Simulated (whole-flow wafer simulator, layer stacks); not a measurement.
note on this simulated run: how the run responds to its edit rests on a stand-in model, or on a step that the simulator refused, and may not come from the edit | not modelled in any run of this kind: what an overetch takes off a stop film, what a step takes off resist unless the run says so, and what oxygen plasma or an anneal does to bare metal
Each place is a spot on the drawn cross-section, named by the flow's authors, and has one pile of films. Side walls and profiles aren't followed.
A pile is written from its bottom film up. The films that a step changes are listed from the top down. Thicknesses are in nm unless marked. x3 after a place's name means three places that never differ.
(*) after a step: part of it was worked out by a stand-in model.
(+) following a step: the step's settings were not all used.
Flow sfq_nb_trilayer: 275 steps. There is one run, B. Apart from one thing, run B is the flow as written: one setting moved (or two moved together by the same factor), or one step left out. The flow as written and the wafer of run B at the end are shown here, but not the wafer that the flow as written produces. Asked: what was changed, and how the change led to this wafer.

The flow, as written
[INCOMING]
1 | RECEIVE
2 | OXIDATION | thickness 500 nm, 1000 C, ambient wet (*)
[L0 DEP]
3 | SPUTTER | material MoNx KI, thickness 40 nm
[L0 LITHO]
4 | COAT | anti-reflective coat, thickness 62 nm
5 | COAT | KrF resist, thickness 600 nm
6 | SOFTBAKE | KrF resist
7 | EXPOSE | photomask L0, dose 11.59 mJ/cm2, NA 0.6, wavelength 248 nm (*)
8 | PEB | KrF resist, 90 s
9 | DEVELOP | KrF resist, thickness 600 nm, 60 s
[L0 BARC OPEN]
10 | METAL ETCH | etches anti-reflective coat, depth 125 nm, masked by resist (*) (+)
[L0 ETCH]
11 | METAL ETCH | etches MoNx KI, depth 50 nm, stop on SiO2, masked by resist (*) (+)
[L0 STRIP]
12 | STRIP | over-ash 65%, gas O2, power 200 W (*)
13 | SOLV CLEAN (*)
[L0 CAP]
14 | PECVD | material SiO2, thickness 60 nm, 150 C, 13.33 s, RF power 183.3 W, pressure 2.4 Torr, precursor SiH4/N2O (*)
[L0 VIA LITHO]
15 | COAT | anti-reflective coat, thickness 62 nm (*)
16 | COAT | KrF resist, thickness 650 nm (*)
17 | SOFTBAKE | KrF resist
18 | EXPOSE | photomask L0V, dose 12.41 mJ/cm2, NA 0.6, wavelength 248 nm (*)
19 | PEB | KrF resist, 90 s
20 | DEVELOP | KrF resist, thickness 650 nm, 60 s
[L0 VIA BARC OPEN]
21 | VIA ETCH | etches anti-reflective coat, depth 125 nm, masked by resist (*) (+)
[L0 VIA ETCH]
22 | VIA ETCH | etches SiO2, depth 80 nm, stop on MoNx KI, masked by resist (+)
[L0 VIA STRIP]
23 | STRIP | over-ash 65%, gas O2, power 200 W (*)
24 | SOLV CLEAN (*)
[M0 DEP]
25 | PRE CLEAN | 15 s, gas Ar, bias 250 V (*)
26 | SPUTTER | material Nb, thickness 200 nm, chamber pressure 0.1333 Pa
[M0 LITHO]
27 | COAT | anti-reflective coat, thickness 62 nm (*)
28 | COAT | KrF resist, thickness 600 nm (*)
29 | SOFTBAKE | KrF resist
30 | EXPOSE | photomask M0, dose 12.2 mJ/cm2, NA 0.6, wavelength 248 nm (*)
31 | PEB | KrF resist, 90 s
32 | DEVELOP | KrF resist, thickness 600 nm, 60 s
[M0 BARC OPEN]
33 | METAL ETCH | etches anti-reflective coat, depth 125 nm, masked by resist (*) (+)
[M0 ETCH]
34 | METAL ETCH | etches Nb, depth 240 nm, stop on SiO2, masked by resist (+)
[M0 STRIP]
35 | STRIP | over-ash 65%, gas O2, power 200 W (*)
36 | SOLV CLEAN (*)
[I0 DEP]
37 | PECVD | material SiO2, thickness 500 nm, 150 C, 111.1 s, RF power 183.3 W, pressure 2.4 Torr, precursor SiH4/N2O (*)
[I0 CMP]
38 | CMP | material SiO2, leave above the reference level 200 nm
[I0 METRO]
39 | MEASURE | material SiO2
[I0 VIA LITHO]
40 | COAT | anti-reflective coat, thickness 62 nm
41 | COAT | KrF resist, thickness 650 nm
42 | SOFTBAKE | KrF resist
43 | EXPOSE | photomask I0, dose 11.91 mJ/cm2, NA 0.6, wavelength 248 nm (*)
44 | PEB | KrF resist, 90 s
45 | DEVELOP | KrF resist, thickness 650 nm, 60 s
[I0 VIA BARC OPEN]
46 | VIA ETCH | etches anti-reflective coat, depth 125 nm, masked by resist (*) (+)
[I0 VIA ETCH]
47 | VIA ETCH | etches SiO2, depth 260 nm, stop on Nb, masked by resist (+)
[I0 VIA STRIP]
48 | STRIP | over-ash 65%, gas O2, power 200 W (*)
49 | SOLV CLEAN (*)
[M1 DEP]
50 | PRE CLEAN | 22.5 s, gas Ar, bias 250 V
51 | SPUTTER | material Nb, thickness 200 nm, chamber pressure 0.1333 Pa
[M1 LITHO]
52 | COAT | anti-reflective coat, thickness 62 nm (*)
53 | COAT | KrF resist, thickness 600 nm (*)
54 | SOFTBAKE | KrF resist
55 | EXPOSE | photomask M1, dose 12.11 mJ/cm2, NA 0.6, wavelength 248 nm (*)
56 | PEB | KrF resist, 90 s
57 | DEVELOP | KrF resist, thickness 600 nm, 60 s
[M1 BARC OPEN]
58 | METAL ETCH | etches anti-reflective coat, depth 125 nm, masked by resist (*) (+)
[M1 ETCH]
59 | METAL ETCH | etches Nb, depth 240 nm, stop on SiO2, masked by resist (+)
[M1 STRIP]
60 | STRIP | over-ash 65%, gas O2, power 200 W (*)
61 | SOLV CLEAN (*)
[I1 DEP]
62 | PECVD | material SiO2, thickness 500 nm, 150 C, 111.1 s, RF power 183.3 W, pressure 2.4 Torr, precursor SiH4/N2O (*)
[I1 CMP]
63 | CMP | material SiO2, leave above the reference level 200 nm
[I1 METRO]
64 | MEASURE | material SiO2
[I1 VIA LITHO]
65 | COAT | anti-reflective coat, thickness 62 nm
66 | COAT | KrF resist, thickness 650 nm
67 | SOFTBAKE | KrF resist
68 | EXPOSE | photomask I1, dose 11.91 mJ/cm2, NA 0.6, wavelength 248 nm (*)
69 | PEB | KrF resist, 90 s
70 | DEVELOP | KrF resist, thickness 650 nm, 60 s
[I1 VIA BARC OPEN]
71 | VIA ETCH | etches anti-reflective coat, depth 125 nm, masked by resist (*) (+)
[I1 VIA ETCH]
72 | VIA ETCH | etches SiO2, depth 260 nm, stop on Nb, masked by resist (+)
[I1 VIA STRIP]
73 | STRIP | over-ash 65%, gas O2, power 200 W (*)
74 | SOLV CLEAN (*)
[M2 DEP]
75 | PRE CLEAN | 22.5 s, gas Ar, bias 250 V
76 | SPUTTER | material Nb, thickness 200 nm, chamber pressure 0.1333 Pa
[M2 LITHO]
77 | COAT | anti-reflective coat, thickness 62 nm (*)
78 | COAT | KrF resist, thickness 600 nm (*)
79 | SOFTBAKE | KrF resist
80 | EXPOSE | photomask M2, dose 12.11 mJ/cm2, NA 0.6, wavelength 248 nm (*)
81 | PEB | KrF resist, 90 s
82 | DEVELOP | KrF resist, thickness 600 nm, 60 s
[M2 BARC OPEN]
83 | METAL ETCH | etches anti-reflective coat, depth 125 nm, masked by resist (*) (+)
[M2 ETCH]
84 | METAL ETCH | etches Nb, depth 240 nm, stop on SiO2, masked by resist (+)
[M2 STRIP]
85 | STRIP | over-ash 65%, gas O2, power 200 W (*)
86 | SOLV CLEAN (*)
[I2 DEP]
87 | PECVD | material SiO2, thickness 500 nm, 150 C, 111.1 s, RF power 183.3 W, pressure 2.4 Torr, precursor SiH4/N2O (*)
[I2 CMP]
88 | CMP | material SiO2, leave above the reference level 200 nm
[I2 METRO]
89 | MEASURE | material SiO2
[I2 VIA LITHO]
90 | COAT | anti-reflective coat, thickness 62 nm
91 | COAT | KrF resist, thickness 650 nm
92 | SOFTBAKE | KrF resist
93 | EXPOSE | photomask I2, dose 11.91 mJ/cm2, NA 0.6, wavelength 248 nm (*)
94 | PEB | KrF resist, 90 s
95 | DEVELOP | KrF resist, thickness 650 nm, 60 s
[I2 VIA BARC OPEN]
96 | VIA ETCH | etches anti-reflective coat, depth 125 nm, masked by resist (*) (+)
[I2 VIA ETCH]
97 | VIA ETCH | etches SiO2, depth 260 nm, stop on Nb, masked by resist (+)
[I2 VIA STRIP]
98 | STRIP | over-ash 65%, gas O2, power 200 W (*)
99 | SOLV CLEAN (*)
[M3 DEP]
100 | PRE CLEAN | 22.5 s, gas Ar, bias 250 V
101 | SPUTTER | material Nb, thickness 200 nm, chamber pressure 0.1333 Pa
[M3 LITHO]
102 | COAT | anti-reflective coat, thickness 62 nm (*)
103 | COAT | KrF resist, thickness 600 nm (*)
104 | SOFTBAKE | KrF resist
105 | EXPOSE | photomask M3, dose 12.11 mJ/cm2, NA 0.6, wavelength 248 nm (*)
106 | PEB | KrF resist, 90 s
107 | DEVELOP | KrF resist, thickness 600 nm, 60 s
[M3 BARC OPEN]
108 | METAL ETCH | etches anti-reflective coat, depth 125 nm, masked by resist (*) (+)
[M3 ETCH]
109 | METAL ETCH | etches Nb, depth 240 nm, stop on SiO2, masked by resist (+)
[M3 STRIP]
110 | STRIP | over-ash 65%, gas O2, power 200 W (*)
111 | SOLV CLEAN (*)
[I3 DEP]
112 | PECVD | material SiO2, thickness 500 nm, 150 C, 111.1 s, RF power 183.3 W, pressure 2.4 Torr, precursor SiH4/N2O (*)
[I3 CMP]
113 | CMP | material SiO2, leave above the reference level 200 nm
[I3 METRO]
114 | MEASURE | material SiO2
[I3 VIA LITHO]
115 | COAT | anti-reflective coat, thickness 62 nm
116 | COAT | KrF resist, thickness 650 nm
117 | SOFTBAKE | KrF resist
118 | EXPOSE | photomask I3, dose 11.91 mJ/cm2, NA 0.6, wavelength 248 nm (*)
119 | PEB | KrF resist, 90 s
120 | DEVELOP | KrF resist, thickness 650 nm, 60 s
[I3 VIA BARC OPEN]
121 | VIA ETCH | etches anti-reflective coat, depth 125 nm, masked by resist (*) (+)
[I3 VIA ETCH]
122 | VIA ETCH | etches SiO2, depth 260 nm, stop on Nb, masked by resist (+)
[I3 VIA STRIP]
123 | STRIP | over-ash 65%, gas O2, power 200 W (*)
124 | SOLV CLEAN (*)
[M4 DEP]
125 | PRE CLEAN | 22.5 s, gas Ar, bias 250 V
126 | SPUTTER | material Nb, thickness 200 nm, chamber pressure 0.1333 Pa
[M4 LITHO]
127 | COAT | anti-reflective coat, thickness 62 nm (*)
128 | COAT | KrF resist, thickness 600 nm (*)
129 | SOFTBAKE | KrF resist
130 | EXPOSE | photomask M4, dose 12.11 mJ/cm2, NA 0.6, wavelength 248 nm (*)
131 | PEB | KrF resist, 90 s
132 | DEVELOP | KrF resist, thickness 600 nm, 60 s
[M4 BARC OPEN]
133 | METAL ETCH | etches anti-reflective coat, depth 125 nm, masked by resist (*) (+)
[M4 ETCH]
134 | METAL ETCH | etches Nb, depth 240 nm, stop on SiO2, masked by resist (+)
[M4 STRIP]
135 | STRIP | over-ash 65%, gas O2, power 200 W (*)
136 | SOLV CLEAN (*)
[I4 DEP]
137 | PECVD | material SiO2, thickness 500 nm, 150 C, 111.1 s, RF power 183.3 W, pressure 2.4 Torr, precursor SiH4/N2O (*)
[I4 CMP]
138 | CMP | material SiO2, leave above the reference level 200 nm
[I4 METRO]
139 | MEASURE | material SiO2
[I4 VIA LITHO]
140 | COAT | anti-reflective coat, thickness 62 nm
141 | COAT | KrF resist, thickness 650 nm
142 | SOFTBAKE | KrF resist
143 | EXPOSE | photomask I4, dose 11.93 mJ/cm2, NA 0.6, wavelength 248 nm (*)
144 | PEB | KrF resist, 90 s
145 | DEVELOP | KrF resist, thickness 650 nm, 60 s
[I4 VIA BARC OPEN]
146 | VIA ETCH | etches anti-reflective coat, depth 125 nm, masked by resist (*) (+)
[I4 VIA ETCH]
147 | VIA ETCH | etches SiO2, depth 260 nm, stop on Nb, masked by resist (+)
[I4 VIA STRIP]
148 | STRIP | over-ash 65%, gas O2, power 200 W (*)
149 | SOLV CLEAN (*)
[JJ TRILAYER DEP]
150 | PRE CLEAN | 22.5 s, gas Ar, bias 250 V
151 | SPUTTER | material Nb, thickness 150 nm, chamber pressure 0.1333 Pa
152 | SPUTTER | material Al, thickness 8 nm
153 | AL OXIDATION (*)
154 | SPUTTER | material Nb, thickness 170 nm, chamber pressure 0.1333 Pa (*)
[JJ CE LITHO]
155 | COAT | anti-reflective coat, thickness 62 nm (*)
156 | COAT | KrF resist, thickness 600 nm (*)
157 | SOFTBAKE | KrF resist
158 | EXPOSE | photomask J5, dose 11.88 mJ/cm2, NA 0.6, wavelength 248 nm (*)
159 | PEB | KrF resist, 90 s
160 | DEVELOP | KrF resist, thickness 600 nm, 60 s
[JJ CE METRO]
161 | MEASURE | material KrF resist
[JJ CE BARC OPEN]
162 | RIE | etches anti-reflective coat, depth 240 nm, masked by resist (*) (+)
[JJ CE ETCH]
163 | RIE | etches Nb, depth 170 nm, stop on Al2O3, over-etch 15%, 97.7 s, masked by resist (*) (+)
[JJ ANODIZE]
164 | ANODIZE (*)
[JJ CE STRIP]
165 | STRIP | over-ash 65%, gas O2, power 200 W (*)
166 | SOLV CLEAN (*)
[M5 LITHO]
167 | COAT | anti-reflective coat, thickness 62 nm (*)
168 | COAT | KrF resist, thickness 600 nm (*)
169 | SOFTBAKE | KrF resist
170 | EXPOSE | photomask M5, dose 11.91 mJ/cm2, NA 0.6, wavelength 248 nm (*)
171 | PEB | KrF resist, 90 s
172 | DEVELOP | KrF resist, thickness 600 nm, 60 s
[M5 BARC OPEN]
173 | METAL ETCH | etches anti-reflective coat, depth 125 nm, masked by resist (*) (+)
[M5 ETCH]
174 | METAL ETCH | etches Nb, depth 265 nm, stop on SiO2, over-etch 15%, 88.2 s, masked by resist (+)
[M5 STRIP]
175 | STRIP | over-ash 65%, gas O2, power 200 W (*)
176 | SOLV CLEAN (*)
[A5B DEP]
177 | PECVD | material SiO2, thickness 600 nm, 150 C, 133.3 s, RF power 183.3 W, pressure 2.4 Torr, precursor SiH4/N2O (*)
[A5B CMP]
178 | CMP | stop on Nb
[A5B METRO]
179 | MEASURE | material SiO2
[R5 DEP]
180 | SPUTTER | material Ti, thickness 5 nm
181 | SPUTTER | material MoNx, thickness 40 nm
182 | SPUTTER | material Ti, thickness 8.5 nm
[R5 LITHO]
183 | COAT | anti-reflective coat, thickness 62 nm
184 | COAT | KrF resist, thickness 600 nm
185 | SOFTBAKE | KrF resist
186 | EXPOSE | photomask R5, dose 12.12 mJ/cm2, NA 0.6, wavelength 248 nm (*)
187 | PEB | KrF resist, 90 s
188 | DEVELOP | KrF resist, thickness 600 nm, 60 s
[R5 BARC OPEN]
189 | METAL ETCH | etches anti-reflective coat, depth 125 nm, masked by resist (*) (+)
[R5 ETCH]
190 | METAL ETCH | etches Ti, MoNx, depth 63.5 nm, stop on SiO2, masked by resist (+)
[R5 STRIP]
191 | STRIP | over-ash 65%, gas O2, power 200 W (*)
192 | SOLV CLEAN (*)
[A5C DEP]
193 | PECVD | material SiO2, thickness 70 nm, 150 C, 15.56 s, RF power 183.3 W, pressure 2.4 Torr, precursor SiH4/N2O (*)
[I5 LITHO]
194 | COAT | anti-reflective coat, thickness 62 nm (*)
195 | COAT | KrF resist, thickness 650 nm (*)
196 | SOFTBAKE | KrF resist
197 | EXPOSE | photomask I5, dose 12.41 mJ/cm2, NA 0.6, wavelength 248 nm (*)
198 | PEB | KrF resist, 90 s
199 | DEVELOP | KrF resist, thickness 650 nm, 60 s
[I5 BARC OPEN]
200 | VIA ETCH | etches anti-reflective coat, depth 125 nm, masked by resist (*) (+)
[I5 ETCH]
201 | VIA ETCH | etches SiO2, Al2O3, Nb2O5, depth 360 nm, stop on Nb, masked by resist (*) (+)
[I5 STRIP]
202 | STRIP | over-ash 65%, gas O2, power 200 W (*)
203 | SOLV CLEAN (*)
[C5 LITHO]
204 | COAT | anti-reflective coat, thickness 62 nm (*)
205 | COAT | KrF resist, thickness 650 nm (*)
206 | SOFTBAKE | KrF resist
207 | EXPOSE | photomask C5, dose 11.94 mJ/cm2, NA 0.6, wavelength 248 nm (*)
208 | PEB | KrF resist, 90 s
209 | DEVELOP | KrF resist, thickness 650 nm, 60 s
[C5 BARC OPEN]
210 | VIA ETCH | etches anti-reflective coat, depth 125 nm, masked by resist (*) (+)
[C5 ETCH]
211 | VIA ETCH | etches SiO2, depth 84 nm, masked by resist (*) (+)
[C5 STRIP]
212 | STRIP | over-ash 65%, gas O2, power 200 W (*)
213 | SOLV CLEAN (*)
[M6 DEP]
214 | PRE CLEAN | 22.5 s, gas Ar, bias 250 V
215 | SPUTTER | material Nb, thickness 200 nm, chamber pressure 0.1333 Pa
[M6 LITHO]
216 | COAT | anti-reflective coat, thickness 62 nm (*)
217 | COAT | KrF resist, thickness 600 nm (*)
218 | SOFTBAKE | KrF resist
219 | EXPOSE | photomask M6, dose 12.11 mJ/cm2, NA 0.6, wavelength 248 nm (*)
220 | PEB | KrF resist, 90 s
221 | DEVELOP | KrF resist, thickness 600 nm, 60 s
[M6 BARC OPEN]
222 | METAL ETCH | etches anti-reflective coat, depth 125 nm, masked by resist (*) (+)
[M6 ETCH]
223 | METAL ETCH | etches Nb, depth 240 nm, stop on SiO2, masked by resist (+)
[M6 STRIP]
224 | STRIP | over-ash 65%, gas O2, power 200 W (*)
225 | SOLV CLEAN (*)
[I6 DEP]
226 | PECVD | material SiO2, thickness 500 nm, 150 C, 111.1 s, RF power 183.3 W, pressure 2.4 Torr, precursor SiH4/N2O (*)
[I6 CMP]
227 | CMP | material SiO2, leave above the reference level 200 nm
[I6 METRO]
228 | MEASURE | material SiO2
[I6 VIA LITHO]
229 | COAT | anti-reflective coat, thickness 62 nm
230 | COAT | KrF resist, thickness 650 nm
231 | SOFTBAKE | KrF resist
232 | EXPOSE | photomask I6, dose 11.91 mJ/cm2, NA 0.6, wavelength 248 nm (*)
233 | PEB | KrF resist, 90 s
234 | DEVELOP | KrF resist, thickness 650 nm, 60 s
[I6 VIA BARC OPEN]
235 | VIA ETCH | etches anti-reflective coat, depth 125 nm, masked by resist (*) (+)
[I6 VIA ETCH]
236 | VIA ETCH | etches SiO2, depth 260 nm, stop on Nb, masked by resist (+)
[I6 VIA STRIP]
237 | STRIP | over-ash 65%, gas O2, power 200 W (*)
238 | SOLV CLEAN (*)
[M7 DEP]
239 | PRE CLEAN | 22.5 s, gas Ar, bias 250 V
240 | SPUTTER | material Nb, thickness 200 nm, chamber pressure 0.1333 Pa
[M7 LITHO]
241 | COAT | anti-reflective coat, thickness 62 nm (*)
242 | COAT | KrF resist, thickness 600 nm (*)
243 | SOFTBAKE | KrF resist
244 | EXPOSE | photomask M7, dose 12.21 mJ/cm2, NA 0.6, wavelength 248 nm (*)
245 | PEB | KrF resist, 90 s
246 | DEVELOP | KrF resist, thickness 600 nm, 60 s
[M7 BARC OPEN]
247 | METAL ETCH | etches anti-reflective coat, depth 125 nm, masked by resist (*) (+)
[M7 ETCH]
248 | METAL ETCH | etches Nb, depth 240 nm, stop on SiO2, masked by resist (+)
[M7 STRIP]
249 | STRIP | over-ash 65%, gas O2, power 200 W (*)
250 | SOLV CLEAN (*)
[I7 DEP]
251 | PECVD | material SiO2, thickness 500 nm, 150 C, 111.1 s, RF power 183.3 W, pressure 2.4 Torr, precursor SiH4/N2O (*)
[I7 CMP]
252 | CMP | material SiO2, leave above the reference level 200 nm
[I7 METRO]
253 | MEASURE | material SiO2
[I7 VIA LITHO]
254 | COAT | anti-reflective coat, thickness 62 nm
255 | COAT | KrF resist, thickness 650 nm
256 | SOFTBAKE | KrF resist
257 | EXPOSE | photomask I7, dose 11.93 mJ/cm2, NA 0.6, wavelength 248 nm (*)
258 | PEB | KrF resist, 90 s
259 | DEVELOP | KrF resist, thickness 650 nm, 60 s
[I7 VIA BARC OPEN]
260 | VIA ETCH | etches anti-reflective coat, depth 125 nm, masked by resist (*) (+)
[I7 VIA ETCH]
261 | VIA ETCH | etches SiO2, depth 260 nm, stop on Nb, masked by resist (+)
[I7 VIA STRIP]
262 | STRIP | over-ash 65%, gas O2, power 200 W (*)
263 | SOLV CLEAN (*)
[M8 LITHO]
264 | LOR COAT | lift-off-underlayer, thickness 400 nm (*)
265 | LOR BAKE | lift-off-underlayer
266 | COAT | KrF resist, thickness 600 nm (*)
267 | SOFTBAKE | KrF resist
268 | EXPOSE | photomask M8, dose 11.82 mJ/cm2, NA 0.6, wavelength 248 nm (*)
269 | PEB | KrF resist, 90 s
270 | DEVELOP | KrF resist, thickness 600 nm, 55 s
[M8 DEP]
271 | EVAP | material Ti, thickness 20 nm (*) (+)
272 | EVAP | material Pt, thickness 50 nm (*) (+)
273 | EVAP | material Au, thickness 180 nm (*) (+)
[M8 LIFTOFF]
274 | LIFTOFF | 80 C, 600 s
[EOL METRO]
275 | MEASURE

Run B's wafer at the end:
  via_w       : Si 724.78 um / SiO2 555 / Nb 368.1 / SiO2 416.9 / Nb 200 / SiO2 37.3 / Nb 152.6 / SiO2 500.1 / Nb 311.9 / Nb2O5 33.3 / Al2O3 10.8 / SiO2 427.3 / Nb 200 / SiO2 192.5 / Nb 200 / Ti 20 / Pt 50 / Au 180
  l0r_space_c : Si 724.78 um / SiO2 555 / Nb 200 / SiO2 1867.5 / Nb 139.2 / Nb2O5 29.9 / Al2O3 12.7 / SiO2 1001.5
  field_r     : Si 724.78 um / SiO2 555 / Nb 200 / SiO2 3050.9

Cause: step 88, CMP: leave above the reference level 305 nm was run, whereas the flow has leave above the reference level 200 nm.

The path from the change to this, step by step:
  88 | CMP | material SiO2, leave above the reference level 200 nm
      field_l, be, be_sur and 81 more: nothing (in the flow as written it would be: SiO2 loses 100)
      v_sur, via_wl, via_w and 18 more: SiO2 loses 195 (in the flow as written it would be: SiO2 loses 300)
      (also at 1 further place)
  90 | COAT | anti-reflective coat, thickness 62 nm
      m5r_linepad_l, m5r_linepad_r: anti-reflective coat gains 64 (new film) (in the flow as written it would be: anti-reflective coat gains 62 (new film))
      r5r_spacepad_l, r5r_spacepad_r: anti-reflective coat gains 64.1 (new film) (in the flow as written it would be: anti-reflective coat gains 62 (new film))
      (also at 2 further places)
  97 | VIA ETCH | etches SiO2, depth 260 nm, stop on Nb, masked by resist (+)
      via_w: SiO2 loses 260 (in the flow as written it would be: SiO2 loses 199.8 (all of it))
  98 | STRIP | over-ash 65%, gas O2, power 200 W (*)
      m5r_linepad_l, m5r_linepad_r: KrF resist loses 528 (all of it), anti-reflective coat loses 64 (all of it) (in the flow as written it would be: KrF resist loses 528.6 (all of it), anti-reflective coat loses 62 (all of it))
      r5r_spacepad_l, r5r_spacepad_r: KrF resist loses 528.2 (all of it), anti-reflective coat loses 64.1 (all of it) (in the flow as written it would be: KrF resist loses 528.6 (all of it), anti-reflective coat loses 62 (all of it))
      (also at 2 further places)
  100 | PRE CLEAN | 22.5 s, gas Ar, bias 250 V
      via_w: SiO2 loses 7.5 (in the flow as written it would be: Nb loses 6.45)
  101 | SPUTTER | material Nb, thickness 200 nm, chamber pressure 0.1333 Pa
      via_w: Nb gains 152.6 (new film) (in the flow as written it would be: Nb gains 165.5)
  102 | COAT | anti-reflective coat, thickness 62 nm (*)
      via_wl, via_wr: anti-reflective coat gains 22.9 (new film) (in the flow as written it would be: anti-reflective coat gains 34.2 (new film))
      m5r_linepad_l, m5r_linepad_r: anti-reflective coat gains 63.8 (new film) (in the flow as written it would be: anti-reflective coat gains 62 (new film))
      (also at 8 further places)
  103 | COAT | KrF resist, thickness 600 nm (*)
      via_w: KrF resist gains 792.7 (new film) (in the flow as written it would be: KrF resist gains 737.9 (new film))
  108 | METAL ETCH | etches anti-reflective coat, depth 125 nm, masked by resist (*) (+)
      m5r_linepad_l, m5r_linepad_r: anti-reflective coat loses 63.8 (all of it) (in the flow as written it would be: anti-reflective coat loses 62 (all of it))
      r5r_spacepad_l, r5r_spacepad_r: anti-reflective coat loses 63.9 (all of it) (in the flow as written it would be: anti-reflective coat loses 62 (all of it))
      (also at 2 further places)
  110 | STRIP | over-ash 65%, gas O2, power 200 W (*)
      v_sur: KrF resist loses 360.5 (all of it), anti-reflective coat loses 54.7 (all of it) (in the flow as written it would be: KrF resist loses 365.3 (all of it), anti-reflective coat loses 61.1 (all of it))
      via_wl: KrF resist loses 381.4 (all of it), anti-reflective coat loses 22.9 (all of it) (in the flow as written it would be: KrF resist loses 384.2 (all of it), anti-reflective coat loses 34.2 (all of it))
      (also at 4 further places)
  112 | PECVD | material SiO2, thickness 500 nm, 150 C, 111.1 s, RF power 183.3 W, pressure 2.4 Torr, precursor SiH4/N2O (*)
      via_w: SiO2 gains 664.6 (new film) (in the flow as written it would be: SiO2 gains 615 (new film))
  113 | CMP | material SiO2, leave above the reference level 200 nm
      field_l, be, be_sur and 64 more: SiO2 loses 95 (in the flow as written it would be: SiO2 loses 100)
      p4_g1, p4_g2, p3_s0, p3_s1, p3_s2, p3_s3, p3_s4, p3_s5: SiO2 loses 152.1 (in the flow as written it would be: SiO2 loses 157.1)
      (also at 1 further place)
Taking metal films that touch as one body, via_w has 6 bodies (between them, from the top down: SiO2 192.5; SiO2 427.3 / Al2O3 10.8 / Nb2O5 33.3; SiO2 500.1; SiO2 37.3; SiO2 416.9); the flow as written gives 5 bodies (between them, from the top down: SiO2 192.5; SiO2 427.3 / Al2O3 10.8 / Nb2O5 33.3; SiO2 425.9; SiO2 416.9).
